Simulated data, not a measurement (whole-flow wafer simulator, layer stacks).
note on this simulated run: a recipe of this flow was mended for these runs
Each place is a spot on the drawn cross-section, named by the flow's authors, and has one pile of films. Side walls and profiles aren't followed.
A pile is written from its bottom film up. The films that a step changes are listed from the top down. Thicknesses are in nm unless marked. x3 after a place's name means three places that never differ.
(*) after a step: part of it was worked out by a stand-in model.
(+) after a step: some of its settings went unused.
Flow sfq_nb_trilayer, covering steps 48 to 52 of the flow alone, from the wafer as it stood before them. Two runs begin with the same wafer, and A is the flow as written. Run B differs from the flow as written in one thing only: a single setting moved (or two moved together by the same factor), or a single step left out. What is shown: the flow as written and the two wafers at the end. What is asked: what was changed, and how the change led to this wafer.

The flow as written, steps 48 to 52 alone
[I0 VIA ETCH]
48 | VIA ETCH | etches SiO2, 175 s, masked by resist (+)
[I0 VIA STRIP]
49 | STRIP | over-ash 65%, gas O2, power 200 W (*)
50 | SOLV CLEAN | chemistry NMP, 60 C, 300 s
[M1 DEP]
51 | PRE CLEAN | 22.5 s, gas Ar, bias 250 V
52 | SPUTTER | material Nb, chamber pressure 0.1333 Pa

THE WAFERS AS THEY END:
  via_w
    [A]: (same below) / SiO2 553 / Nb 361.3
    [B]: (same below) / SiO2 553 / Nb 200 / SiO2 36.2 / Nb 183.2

Cause: step 48, VIA ETCH: 105 s was run, whereas the flow has 175 s.

How this came from the change, step by step:
  48 | VIA ETCH | etches SiO2, 175 s, masked by resist (+)
      via_w: A SiO2 loses 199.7 (all of it), Nb loses 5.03 | B SiO2 loses 156
      field_l x5, v_sur x96, moat x3, l0v: A KrF-resist-other-grade loses 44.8 | B KrF-resist-other-grade loses 26.9
  49 | STRIP | over-ash 65%, gas O2, power 200 W (*)
      field_l x5, v_sur x96, moat x3, l0v: A KrF-resist-other-grade loses 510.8 (all of it), anti-reflective coat loses 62 (all of it) | B KrF-resist-other-grade loses 528.8 (all of it), anti-reflective coat loses 62 (all of it)
  51 | PRE CLEAN | 22.5 s, gas Ar, bias 250 V
      via_w: A Nb loses 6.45 | B SiO2 loses 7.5
  52 | SPUTTER | material Nb, chamber pressure 0.1333 Pa
      via_w: A Nb gains 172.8 | B Nb gains 183.2 (new film)
With metal films that touch counted as one body, via_w has 2 bodies (between them, from the top down: SiO2 36.2); the flow as written gives 1 body.
